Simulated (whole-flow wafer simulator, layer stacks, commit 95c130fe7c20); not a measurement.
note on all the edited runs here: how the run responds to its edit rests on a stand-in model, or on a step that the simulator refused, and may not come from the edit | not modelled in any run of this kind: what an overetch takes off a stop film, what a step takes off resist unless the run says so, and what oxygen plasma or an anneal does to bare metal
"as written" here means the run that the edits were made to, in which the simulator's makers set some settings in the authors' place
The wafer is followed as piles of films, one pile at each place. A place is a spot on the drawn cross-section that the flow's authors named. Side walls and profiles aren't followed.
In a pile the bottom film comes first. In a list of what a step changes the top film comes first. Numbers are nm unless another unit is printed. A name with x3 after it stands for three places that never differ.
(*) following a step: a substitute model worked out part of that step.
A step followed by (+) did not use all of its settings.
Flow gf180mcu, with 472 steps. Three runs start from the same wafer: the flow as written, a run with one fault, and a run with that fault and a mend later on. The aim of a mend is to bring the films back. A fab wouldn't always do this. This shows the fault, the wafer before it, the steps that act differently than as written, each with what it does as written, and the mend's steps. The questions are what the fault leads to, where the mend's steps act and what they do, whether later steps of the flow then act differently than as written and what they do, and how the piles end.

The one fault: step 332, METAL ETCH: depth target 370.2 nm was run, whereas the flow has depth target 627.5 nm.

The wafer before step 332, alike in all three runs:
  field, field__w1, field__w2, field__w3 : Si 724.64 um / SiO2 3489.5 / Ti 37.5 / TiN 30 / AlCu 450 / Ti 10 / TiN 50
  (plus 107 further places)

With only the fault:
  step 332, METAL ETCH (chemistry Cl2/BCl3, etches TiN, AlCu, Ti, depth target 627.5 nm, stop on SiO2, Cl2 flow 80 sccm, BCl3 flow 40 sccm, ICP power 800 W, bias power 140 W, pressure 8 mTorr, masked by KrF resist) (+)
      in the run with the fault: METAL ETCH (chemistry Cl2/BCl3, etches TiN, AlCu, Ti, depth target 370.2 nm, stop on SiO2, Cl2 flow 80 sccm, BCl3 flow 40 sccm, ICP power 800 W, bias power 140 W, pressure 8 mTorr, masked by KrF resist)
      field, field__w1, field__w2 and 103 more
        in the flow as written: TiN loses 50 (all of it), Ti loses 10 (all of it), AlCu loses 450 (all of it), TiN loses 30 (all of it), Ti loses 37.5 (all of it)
        in the run with the fault: TiN loses 50 (all of it), Ti loses 10 (all of it), AlCu loses 310.2
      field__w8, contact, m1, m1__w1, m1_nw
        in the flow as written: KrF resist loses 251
        in the run with the fault: KrF resist loses 148.1
  Steps later in the flow that act otherwise than as written:
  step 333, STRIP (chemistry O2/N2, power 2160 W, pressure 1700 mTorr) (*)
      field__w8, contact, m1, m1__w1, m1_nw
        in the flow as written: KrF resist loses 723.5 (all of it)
        in the run with the fault: KrF resist loses 826.4 (all of it)
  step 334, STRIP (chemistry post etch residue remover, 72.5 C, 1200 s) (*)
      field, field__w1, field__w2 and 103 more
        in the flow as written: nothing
        in the run with the fault: AlCu loses 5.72
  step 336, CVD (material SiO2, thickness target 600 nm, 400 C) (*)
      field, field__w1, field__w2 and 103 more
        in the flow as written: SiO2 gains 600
        in the run with the fault: SiO2 gains 600 (new film)
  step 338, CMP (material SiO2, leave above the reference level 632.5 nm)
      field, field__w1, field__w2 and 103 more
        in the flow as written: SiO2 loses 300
        in the run with the fault: SiO2 loses 501.6
  At field, field__w1, field__w2 and 104 more, the piles at the end differ from the flow's by more than 2% or 0.5 nm, whichever is larger.
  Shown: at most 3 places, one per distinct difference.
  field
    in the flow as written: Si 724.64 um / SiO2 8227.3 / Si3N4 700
    in the run with the fault: Si 724.64 um / SiO2 3489.5 / Ti 37.5 / TiN 30 / AlCu 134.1 / SiO2 4536.2 / Si3N4 700
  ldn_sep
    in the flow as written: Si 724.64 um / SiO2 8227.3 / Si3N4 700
    in the run with the fault: Si 724.64 um / SiO2 3489.4 / Ti 37.5 / TiN 30 / AlCu 134.1 / SiO2 4536.2 / Si3N4 700
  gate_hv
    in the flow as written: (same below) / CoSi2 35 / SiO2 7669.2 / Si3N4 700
    in the run with the fault: (same below) / CoSi2 35 / SiO2 2931.3 / Ti 37.5 / TiN 30 / AlCu 134.1 / SiO2 4536.2 / Si3N4 700

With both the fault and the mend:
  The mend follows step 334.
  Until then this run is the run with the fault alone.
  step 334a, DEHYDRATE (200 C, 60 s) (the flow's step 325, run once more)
      does not change any film at any place that is followed
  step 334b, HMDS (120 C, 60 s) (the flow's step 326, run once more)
      does not change any film at any place that is followed
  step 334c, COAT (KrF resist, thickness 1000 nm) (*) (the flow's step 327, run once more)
      iso_ptap_pw, iso_ntap_nw, iso_nw_fld and 33 more
        KrF resist gains 1000 (new film)
      field_sub, field_sub__w1, field_sub__w3 and 11 more
        KrF resist gains 1002.5 (new film)
      field__w5, field__w9, field_sub__w4 and 9 more
        KrF resist gains 1002.4 (new film)
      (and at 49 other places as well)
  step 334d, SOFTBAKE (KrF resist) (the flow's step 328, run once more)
      does not change any film at any place that is followed
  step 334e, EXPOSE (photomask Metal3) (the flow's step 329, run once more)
      does not change any film at any place that is followed
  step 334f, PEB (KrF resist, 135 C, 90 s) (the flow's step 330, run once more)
      field__w1, field__w2, field__w3 and 58 more
        KrF resist loses 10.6
      iso_ptap_pw, iso_ntap_nw, iso_nw_fld and 33 more
        KrF resist loses 10.5
      sd_p, nw_sep_fld, polyc_n
        KrF resist loses 10.7
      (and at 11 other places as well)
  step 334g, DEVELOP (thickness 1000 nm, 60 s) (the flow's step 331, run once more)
      iso_ptap_pw, iso_ntap_nw, iso_nw_fld and 33 more
        KrF resist loses 989.5 (all of it)
      field_sub__w2, field_sub__w4, gate and 10 more
        KrF resist loses 991.8 (all of it)
      p_well, sti, spacer and 7 more
        KrF resist loses 992 (all of it)
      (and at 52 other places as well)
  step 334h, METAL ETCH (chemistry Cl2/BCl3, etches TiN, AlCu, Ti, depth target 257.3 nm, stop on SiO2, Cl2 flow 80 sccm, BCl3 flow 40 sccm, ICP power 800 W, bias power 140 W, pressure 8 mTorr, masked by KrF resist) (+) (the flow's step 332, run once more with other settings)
      field, field__w1, field__w2 and 103 more
        AlCu loses 134.1 (all of it), TiN loses 30 (all of it), Ti loses 37.5 (all of it)
      field__w8, contact, m1, m1__w1, m1_nw
        KrF resist loses 102.9
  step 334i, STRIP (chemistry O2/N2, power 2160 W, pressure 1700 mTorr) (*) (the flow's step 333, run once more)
      field__w8
        KrF resist loses 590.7 (all of it)
      contact
        KrF resist loses 588.8 (all of it)
      m1
        KrF resist loses 590.9 (all of it)
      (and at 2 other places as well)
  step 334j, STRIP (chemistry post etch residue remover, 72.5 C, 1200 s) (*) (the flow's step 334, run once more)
      field__w8, contact, m1, m1__w1, m1_nw
        TiN loses 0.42
  Every later step of the flow that is run acts as written, at every place that is followed, to within 2% or 0.5 nm, whichever is larger.
  The piles end only slightly different from the flow's at the places that both follow, by no more than 2% or 0.5 nm, whichever is larger.
